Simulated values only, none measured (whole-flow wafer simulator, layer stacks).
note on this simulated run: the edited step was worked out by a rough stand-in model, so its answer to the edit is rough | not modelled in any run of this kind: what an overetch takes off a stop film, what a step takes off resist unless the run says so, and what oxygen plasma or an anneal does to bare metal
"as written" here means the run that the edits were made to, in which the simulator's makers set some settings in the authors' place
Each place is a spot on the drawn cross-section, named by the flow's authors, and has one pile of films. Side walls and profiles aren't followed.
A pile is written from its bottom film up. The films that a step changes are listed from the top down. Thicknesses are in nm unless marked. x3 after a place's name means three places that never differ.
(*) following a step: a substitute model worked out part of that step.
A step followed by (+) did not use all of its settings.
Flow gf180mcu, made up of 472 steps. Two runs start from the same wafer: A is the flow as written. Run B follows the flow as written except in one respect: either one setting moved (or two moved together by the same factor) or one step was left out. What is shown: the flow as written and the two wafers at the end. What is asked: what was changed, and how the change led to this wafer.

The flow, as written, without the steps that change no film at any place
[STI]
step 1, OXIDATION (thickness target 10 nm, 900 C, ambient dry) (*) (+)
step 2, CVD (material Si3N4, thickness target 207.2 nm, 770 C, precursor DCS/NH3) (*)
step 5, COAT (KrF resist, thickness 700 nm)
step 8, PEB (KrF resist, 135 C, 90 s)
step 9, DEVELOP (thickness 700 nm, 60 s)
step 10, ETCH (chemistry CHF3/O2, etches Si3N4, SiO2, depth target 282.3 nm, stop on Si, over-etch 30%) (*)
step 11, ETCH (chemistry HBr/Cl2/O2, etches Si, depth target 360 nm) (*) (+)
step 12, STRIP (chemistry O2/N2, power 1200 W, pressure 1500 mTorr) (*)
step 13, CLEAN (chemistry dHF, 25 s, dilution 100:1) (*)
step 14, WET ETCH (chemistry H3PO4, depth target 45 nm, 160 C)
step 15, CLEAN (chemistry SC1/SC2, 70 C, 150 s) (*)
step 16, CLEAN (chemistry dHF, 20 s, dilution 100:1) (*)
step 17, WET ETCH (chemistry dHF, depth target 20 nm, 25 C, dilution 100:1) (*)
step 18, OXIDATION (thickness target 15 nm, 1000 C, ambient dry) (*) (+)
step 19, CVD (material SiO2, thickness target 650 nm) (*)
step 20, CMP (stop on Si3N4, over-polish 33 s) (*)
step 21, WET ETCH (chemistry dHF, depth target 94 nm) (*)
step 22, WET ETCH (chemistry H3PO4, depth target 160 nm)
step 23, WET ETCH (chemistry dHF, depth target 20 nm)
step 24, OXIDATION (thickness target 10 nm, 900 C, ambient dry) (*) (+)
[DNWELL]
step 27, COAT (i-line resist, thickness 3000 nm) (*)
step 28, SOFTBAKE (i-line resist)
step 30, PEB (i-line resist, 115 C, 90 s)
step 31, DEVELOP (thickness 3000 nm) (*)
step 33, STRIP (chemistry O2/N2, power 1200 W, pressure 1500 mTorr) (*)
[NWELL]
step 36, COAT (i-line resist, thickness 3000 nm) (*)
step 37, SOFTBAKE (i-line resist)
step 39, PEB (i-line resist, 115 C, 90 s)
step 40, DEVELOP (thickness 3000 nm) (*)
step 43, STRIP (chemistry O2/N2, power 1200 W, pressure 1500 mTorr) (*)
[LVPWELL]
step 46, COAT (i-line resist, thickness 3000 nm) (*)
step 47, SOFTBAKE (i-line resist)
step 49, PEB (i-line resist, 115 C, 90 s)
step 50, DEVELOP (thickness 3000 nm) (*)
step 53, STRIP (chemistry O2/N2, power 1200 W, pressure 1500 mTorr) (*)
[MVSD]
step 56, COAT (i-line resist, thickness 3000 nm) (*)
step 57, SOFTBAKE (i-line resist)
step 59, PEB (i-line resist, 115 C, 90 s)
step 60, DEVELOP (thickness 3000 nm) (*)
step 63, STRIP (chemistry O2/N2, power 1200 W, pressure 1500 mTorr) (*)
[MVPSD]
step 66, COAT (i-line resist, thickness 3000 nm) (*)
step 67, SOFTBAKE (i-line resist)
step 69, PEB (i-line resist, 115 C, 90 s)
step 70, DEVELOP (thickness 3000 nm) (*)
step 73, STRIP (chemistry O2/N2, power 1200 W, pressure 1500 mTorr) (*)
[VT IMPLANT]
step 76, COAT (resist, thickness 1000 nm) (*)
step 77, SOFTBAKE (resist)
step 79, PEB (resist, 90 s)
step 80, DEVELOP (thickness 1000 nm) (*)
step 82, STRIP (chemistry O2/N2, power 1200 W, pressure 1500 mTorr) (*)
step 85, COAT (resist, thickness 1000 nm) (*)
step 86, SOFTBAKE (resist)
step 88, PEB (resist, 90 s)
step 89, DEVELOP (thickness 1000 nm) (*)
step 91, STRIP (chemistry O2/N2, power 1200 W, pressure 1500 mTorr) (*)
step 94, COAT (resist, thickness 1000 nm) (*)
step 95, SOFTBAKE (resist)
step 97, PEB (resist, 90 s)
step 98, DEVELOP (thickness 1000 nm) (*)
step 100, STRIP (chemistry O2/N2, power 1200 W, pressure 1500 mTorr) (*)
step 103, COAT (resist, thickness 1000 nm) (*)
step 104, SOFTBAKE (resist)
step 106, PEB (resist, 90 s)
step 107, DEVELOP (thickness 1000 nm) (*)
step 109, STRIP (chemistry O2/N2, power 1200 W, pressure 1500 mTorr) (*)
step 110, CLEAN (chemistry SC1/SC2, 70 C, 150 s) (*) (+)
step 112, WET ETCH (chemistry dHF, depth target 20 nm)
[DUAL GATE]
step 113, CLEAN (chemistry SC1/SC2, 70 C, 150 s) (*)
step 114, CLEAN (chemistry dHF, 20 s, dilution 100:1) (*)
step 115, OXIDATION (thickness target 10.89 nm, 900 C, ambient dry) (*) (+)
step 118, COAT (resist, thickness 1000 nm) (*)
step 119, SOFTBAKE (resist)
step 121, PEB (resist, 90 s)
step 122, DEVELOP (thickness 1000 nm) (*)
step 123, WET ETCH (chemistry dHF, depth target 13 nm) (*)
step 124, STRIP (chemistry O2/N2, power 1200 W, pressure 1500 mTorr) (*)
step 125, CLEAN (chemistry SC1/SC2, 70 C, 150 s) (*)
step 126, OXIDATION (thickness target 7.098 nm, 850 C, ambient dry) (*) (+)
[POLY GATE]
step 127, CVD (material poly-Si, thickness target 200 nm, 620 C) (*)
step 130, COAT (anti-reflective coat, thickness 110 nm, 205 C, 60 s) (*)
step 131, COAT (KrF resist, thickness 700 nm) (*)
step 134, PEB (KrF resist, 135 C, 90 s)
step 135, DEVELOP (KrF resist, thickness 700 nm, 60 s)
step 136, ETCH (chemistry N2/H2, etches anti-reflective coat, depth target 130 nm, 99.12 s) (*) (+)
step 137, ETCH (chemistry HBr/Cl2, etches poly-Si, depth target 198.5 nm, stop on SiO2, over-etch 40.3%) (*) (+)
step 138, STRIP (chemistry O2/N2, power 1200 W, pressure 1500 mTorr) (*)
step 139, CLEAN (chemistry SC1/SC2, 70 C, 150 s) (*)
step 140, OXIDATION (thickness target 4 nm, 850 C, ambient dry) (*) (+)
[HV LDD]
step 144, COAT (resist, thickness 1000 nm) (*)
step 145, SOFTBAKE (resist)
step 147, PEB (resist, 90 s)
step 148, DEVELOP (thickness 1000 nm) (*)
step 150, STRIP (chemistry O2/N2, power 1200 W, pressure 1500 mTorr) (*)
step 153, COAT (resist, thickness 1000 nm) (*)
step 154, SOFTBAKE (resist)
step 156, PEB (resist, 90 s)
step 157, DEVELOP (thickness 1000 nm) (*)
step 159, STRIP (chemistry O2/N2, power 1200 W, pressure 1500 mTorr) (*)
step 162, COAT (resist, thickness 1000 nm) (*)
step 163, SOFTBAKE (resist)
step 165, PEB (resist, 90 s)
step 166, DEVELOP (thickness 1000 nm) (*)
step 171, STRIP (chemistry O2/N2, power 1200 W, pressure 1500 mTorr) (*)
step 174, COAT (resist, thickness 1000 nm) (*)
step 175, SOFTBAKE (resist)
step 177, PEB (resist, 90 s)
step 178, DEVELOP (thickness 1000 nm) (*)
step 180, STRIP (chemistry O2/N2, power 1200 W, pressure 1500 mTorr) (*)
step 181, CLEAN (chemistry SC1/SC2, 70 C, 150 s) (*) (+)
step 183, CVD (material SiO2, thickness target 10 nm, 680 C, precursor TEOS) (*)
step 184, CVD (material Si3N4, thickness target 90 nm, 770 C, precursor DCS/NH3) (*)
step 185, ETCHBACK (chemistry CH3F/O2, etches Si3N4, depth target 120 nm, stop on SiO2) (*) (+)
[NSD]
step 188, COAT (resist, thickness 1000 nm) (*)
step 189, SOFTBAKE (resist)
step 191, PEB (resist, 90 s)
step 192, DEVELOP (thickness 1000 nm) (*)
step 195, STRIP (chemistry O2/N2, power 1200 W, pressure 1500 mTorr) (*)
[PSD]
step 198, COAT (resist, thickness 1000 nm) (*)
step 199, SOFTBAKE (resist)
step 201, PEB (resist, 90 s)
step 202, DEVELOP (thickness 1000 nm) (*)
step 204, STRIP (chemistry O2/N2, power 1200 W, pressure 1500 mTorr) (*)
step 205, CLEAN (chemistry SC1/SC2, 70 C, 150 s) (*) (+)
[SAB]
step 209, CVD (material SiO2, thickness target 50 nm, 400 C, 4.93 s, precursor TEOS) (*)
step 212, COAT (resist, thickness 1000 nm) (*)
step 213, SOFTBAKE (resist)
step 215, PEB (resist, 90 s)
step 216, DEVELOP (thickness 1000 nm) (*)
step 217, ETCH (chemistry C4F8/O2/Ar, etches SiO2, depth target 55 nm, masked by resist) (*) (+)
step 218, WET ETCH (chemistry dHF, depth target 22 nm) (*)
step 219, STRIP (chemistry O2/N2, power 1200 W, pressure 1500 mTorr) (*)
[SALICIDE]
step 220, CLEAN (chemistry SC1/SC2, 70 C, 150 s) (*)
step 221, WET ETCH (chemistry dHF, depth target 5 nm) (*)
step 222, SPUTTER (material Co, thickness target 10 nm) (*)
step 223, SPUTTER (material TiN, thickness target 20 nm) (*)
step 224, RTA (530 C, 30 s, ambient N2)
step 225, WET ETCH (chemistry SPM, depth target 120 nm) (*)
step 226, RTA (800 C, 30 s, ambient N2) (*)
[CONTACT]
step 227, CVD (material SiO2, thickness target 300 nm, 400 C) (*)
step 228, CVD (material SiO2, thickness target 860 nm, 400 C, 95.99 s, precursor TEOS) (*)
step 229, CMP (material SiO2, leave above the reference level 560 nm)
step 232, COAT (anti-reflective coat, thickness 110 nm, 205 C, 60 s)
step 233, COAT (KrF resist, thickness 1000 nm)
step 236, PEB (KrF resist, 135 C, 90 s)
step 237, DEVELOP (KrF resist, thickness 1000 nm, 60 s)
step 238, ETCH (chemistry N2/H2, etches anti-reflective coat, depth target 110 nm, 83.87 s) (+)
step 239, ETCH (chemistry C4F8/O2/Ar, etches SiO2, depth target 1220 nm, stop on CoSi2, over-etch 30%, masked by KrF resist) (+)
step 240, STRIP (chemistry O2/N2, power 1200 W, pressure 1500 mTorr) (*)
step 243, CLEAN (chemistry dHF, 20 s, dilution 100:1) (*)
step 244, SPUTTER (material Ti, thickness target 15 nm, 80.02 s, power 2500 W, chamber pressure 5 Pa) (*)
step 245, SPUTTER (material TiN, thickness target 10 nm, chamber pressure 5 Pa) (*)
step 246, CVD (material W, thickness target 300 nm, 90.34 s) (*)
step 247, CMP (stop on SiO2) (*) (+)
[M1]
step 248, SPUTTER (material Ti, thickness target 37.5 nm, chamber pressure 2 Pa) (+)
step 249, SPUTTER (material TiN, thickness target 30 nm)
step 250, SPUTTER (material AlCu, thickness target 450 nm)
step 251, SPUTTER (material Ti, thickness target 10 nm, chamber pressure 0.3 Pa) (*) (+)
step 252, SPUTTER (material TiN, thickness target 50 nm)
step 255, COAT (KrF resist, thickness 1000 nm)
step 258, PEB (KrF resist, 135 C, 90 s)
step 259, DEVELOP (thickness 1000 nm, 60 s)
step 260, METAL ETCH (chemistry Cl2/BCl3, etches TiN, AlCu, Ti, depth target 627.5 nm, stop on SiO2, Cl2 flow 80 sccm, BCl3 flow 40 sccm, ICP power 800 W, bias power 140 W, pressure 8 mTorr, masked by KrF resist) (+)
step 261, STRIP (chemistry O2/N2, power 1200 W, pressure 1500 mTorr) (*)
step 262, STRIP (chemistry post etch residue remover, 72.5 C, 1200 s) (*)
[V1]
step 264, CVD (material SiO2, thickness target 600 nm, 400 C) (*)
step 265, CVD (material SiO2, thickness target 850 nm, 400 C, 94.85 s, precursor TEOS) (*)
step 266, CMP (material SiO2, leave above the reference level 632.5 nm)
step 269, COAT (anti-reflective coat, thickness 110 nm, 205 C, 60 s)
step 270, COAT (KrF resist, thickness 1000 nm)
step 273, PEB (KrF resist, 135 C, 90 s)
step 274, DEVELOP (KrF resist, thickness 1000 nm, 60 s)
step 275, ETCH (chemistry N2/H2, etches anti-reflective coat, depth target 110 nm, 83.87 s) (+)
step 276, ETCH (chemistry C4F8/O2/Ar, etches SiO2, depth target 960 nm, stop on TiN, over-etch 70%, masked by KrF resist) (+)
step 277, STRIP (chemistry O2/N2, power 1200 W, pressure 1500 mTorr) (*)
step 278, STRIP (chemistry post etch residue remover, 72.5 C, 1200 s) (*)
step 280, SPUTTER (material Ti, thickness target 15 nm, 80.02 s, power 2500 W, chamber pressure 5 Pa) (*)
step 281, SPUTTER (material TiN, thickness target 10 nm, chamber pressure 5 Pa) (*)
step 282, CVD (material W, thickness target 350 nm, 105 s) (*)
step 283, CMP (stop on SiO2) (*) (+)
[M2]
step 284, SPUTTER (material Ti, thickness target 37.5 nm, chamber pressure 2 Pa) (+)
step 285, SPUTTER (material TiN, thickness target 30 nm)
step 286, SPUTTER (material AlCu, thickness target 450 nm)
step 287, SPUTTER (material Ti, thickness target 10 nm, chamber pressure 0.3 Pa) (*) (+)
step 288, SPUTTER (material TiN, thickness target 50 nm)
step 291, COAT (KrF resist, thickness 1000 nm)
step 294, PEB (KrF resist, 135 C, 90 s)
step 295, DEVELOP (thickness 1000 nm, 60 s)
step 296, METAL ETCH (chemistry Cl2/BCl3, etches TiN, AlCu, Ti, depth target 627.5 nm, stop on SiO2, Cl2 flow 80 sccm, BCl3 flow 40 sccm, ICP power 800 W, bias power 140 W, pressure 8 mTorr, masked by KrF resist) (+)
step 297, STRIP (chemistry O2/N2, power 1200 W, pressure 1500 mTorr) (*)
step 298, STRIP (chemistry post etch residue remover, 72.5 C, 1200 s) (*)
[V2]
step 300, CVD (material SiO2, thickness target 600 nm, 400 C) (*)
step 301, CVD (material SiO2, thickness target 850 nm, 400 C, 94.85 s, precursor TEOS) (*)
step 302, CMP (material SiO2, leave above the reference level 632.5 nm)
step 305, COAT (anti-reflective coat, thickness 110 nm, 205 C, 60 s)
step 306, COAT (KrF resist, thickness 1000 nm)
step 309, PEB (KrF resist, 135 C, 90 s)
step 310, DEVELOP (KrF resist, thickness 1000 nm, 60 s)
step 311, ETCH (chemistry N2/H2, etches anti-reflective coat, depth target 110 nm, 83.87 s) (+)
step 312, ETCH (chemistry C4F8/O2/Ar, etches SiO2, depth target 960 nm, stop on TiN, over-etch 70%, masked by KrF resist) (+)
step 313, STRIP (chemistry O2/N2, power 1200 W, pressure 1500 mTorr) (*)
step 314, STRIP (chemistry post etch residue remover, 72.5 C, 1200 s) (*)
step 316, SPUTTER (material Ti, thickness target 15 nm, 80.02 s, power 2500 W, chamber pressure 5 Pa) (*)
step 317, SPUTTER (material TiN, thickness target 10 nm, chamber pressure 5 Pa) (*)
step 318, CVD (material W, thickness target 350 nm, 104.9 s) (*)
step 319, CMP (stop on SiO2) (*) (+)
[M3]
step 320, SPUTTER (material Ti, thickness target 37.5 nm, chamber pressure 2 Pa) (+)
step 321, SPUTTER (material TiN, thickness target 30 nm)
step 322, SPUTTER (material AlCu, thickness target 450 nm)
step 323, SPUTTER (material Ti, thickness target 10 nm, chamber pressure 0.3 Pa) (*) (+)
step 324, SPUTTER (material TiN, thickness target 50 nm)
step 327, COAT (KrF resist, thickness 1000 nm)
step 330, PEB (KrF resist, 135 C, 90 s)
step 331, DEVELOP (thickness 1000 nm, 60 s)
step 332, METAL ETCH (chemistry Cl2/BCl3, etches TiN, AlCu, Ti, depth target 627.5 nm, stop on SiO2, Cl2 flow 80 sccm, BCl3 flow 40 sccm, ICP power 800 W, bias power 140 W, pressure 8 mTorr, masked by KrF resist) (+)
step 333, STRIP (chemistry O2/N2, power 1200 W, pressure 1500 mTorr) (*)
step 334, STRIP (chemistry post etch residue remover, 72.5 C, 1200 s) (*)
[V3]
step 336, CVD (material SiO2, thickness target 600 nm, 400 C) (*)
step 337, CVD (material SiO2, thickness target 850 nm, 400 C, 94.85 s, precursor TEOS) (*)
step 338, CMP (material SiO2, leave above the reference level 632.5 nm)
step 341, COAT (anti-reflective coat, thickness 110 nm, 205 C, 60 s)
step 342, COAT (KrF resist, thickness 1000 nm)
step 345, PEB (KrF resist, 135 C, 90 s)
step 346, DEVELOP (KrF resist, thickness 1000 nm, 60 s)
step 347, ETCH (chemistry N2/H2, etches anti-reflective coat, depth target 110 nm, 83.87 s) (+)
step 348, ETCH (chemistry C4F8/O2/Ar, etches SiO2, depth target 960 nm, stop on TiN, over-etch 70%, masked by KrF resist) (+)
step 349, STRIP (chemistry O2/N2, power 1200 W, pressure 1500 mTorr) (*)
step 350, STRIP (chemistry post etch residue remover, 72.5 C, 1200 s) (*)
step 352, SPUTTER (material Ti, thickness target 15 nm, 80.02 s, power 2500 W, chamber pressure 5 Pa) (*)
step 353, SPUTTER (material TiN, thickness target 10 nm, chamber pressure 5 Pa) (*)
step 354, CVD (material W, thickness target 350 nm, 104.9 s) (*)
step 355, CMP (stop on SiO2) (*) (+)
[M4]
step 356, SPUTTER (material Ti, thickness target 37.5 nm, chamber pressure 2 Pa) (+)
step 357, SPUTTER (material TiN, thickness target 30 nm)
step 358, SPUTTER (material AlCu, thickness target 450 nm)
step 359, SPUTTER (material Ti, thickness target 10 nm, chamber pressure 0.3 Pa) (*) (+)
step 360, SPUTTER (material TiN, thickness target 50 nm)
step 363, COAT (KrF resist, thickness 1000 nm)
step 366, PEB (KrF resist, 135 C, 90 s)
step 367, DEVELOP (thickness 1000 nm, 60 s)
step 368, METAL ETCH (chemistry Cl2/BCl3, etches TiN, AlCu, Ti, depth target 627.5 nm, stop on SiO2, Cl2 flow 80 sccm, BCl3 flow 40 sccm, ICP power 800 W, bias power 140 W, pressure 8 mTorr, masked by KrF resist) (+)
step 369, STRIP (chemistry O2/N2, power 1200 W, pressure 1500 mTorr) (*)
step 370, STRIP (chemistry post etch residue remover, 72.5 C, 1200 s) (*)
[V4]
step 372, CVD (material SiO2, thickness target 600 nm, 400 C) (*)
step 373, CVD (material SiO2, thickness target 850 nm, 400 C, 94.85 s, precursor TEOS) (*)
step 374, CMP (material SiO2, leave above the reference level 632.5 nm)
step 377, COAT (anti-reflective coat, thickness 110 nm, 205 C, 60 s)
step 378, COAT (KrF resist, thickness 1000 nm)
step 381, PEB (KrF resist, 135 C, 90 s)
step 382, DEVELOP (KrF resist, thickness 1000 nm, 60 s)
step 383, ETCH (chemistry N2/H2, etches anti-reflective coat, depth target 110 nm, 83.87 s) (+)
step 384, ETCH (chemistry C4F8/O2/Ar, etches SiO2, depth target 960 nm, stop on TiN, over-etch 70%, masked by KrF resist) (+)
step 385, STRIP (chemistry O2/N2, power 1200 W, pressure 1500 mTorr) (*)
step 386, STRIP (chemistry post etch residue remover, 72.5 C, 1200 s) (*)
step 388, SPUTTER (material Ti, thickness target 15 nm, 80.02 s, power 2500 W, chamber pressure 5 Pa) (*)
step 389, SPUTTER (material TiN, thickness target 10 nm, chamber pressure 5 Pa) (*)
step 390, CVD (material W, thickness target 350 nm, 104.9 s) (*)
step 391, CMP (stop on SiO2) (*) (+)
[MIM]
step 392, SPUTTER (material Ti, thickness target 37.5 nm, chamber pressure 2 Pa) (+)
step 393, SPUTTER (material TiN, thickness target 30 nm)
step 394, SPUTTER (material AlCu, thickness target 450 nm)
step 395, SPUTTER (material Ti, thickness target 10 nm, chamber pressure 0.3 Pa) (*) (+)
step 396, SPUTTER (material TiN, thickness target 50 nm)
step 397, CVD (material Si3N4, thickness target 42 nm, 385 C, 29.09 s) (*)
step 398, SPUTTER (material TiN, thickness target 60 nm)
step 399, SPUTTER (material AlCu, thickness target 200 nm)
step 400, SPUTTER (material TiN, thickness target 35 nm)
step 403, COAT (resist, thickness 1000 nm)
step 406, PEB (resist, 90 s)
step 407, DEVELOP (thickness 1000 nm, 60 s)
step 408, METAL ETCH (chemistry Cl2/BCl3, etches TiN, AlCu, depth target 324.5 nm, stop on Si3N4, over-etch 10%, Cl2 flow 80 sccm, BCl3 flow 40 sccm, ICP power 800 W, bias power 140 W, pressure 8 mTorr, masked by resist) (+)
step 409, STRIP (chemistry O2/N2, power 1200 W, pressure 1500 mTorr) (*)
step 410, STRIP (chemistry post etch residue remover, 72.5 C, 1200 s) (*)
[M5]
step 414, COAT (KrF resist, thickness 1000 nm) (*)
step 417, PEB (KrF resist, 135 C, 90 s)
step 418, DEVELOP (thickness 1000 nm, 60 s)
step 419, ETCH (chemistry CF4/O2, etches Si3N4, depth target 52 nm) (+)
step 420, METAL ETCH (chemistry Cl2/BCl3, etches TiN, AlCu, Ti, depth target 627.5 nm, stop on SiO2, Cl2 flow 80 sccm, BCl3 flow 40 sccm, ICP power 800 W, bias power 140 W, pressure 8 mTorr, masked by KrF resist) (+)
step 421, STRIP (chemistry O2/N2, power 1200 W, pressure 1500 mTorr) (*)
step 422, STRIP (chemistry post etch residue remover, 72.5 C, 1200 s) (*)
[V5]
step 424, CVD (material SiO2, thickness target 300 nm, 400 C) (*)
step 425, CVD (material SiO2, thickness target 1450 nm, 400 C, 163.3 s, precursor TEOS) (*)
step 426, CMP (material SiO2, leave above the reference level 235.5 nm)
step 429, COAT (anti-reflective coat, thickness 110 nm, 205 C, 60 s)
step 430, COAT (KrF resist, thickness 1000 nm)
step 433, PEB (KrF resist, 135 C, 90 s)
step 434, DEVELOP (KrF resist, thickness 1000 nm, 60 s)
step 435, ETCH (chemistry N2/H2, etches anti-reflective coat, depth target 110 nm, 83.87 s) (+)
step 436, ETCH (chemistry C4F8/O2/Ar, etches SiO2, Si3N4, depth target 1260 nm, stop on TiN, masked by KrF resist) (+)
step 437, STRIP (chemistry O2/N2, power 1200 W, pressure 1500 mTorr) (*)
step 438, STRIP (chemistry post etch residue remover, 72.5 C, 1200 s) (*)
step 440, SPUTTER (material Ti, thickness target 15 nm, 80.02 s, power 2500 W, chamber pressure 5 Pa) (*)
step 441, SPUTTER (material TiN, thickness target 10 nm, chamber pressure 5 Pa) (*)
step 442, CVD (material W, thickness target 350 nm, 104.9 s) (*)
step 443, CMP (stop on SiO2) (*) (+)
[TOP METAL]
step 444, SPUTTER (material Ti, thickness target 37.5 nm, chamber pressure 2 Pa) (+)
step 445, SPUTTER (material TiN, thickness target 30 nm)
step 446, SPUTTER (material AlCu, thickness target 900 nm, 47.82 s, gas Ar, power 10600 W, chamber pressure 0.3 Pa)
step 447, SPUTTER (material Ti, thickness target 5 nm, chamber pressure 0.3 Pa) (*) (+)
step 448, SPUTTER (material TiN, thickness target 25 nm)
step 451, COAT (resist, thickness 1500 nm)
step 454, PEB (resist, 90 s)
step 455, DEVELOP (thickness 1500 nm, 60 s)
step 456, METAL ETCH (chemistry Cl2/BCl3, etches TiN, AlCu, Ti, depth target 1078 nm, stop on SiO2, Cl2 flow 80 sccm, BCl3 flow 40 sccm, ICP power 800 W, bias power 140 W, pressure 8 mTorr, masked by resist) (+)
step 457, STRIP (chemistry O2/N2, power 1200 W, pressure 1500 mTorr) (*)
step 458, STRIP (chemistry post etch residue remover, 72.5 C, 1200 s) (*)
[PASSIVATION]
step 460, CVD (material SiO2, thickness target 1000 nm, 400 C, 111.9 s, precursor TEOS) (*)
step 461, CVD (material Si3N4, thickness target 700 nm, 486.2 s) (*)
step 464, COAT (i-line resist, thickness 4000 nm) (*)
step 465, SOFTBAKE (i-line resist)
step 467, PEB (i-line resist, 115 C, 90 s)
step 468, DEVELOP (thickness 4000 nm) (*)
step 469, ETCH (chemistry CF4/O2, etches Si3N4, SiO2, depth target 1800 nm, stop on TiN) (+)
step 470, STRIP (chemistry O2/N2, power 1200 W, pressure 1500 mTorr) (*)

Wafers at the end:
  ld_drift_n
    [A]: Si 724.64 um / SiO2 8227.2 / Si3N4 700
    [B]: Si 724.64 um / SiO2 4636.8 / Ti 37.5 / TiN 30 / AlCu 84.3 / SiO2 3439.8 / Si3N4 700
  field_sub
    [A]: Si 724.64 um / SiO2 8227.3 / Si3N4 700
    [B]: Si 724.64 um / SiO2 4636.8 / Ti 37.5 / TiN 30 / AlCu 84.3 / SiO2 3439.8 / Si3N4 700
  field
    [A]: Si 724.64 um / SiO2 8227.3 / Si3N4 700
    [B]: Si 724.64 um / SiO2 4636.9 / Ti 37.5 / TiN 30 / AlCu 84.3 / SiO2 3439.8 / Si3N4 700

The reason: step 354, CVD: thickness target 234 nm was run, whereas the flow has thickness target 350 nm; step 368, METAL ETCH: depth target 420 nm was run, where the flow has depth target 627.5 nm.

The path from the change to this, step by step:
  step 354, CVD (material W, thickness target 350 nm, 104.9 s) (*)
      field, field__w1, field__w2 and 107 more: A +350 W (new film) | B +234 W (new film)
      contact: A +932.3 W (new film) | B +816.3 W (new film)
  step 355, CMP (stop on SiO2) (*) (+)
      field, field__w1, field__w2 and 107 more: A -350 W (all of it), -10 TiN (all of it), -15 Ti (all of it), -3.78 SiO2 | B -234 W (all of it), -10 TiN (all of it), -15 Ti (all of it), -2.61 SiO2
      contact: A -378.8 W | B -261.6 W
  step 368, METAL ETCH (chemistry Cl2/BCl3, etches TiN, AlCu, Ti, depth target 627.5 nm, stop on SiO2, Cl2 flow 80 sccm, BCl3 flow 40 sccm, ICP power 800 W, bias power 140 W, pressure 8 mTorr, masked by KrF resist) (+)
      field, field__w1, field__w2 and 103 more: A -50 TiN (all of it), -10 Ti (all of it), -450 AlCu (all of it), -30 TiN (all of it), -37.5 Ti (all of it) | B -50 TiN (all of it), -10 Ti (all of it), -360 AlCu
      field__w8, contact, m1, m1__w1, m1_nw: A -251 KrF resist | B -168 KrF resist
  step 369, STRIP (chemistry O2/N2, power 1200 W, pressure 1500 mTorr) (*)
      field__w8, contact, m1, m1__w1, m1_nw: A -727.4 KrF resist (all of it) | B -810.4 KrF resist (all of it)
  step 370, STRIP (chemistry post etch residue remover, 72.5 C, 1200 s) (*)
      field, field__w1, field__w2 and 103 more: A nothing | B -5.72 AlCu
  step 372, CVD (material SiO2, thickness target 600 nm, 400 C) (*)
      field, field__w1, field__w2 and 103 more: A +600 SiO2 | B +600 SiO2 (new film)
  step 374, CMP (material SiO2, leave above the reference level 632.5 nm)
      field, field__w1, field__w2 and 103 more: A -300 SiO2 | B -451.8 SiO2
Taking metal films that touch as one body, ld_drift_n has 1 body; the flow as written gives 0 bodies.
Taking metal films that touch as one body, field_sub has 1 body; the flow as written gives 0 bodies.
Taking metal films that touch as one body, field has 1 body; the flow as written gives 0 bodies.
